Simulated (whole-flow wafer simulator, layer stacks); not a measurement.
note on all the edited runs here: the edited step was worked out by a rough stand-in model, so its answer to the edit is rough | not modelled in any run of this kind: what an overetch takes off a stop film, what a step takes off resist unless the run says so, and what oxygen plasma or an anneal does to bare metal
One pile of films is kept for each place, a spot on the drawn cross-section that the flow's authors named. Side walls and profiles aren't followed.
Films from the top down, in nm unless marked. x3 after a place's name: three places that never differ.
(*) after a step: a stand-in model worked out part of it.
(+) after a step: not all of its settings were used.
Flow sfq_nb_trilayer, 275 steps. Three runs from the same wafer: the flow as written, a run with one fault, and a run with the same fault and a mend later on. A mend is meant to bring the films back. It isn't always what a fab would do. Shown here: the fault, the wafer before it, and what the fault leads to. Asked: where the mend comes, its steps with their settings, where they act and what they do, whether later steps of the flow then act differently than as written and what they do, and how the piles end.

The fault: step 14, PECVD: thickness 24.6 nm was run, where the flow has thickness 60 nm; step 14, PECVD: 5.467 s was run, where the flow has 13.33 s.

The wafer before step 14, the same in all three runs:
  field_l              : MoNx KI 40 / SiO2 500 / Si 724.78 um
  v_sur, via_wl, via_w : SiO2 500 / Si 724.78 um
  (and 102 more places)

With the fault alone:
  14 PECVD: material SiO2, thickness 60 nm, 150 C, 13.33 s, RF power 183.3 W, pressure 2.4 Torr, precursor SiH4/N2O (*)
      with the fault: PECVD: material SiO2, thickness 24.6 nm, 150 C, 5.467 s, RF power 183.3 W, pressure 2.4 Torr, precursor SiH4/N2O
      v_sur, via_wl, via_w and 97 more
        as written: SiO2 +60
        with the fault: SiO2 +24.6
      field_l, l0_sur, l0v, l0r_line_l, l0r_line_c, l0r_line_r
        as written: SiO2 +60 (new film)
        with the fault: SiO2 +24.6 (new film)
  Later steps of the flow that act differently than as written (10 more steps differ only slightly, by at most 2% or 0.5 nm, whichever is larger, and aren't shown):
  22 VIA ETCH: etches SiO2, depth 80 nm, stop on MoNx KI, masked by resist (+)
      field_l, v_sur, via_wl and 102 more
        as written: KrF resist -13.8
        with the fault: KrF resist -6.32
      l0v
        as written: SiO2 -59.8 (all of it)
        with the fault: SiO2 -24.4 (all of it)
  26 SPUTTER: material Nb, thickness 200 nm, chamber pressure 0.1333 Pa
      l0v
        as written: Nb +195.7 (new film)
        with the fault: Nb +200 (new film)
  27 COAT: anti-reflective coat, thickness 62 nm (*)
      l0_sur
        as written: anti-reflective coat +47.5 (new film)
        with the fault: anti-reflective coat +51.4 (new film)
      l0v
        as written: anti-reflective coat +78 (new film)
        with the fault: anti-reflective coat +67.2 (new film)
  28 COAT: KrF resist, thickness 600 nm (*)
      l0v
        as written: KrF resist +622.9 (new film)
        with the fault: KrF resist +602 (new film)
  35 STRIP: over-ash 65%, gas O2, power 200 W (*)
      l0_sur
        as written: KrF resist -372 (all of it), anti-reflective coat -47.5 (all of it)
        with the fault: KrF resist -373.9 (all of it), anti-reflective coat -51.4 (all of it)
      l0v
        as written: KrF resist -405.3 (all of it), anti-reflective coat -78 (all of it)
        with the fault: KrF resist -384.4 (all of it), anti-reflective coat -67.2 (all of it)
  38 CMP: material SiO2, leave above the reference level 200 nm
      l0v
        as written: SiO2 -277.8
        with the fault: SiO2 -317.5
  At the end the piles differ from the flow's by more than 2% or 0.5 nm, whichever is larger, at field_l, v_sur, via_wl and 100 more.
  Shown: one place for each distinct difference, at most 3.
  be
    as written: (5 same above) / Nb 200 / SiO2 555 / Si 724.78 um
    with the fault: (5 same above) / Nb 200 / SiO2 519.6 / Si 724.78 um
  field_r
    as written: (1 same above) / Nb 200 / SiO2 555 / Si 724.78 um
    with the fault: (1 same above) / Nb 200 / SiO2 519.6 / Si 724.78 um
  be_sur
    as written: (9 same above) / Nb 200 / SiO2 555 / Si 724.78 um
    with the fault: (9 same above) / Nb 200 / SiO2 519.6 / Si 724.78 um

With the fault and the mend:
  The mend comes after step 14.
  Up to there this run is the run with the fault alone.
  14a PECVD: material SiO2, thickness 35.4 nm, 150 C, 7.867 s, RF power 183.3 W, pressure 2.4 Torr, precursor SiH4/N2O (the flow's step 14 once more, with other settings)
      field_l, v_sur, via_wl and 103 more
        SiO2 +35.4
  No later step of the flow acts differently than as written, at any place that is followed, by more than 2% or 0.5 nm, whichever is larger.
  At the end the piles are the same as the flow's at every place that both follow.
